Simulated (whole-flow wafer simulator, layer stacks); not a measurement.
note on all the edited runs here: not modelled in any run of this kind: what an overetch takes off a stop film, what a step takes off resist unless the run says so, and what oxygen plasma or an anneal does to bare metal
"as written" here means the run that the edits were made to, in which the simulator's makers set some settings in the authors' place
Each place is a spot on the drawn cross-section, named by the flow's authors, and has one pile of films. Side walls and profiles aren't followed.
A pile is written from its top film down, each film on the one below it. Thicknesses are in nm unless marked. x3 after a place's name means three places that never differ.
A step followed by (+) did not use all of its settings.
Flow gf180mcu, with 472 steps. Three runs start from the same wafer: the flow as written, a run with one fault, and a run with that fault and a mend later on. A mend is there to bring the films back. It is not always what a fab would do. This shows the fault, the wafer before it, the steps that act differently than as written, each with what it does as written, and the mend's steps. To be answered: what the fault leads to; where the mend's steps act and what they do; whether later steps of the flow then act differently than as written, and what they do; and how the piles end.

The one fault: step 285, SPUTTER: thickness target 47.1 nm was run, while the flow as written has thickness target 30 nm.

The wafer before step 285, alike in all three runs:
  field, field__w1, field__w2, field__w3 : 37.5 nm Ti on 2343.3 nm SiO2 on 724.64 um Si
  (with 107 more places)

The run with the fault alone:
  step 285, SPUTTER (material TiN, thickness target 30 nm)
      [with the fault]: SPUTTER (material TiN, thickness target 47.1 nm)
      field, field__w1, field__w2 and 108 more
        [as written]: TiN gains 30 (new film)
        [with the fault]: TiN gains 47.1 (new film)
  Steps later in the flow that act otherwise than as written:
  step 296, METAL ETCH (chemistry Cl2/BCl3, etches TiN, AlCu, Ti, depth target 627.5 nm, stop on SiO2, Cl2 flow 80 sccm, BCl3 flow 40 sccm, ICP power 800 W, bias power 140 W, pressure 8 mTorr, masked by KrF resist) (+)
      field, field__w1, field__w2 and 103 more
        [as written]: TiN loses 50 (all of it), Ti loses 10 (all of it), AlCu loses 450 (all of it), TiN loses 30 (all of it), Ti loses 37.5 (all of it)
        [with the fault]: TiN loses 50 (all of it), Ti loses 10 (all of it), AlCu loses 450 (all of it), TiN loses 47.1 (all of it), Ti loses 37.5 (all of it)
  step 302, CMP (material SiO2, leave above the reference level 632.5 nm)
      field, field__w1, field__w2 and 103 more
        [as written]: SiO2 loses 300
        [with the fault]: SiO2 loses 282.9
  The piles end different from the flow's at field__w8, contact, m1, m1__w1, m1_nw by more than 2% or 0.5 nm, whichever is larger.
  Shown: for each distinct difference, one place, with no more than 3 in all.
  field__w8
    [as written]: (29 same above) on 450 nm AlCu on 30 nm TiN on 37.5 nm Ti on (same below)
    [with the fault]: (29 same above) on 450 nm AlCu on 47.1 nm TiN on 37.5 nm Ti on (same below)
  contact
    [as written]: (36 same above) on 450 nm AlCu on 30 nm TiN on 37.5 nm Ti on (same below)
    [with the fault]: (36 same above) on 450 nm AlCu on 47.1 nm TiN on 37.5 nm Ti on (same below)

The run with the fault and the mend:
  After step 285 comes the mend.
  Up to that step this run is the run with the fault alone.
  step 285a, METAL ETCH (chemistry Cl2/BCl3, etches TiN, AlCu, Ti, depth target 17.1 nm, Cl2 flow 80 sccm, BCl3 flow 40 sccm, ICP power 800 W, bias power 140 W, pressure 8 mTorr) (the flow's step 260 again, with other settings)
      field, field__w1, field__w2 and 108 more
        TiN loses 17.1
  Every later step of the flow that is run acts as written at every place that is followed.
  The piles end the same as the flow's at every place that both follow.
